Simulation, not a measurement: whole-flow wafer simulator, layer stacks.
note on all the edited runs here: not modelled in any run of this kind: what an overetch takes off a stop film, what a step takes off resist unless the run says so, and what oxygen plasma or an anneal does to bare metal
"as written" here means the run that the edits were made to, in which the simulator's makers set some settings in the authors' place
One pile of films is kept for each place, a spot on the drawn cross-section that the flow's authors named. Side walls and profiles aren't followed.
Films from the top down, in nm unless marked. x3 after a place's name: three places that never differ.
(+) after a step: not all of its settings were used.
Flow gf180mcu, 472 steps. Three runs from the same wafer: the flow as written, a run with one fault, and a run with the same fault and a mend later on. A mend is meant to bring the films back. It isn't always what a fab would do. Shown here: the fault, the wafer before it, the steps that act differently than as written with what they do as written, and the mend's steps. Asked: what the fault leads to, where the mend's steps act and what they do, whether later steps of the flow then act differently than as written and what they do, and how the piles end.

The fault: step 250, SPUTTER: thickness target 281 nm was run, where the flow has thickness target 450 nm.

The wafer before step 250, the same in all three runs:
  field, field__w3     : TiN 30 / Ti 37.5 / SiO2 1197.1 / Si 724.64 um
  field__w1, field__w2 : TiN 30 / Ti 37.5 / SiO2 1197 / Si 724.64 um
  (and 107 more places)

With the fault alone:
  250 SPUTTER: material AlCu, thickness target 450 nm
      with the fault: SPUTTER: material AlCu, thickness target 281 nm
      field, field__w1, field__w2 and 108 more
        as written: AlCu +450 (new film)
        with the fault: AlCu +281 (new film)
  Later steps of the flow that act differently than as written (1 more step differs only slightly, by at most 2% or 0.5 nm, whichever is larger, and isn't shown):
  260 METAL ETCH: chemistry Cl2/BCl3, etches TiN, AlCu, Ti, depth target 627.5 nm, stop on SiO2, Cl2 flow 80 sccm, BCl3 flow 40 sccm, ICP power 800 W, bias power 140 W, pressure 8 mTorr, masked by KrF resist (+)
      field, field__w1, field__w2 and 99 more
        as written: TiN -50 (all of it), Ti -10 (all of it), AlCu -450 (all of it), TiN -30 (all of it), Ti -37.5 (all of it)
        with the fault: TiN -50 (all of it), Ti -10 (all of it), AlCu -281 (all of it), TiN -30 (all of it), Ti -37.5 (all of it)
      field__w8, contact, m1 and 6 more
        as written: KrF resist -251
        with the fault: KrF resist -245.1
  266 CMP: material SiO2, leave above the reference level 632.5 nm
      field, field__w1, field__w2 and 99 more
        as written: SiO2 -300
        with the fault: SiO2 -469
  At the end the piles differ from the flow's by more than 2% or 0.5 nm, whichever is larger, at field, field__w1, field__w2 and 109 more.
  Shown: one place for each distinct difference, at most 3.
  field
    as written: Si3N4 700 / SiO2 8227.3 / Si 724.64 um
    with the fault: Si3N4 700 / SiO2 8058.3 / Si 724.64 um
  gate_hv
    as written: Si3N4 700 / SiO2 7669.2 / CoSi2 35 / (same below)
    with the fault: Si3N4 700 / SiO2 7500.2 / CoSi2 35 / (same below)
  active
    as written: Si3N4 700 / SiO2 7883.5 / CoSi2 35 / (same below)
    with the fault: Si3N4 700 / SiO2 7714.5 / CoSi2 35 / (same below)

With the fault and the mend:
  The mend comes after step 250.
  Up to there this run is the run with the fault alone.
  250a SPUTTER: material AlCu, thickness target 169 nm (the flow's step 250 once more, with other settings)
      field, field__w1, field__w2 and 108 more
        AlCu +169
  No later step of the flow acts differently than as written at any place that is followed.
  At the end the piles are the same as the flow's at every place that both follow.
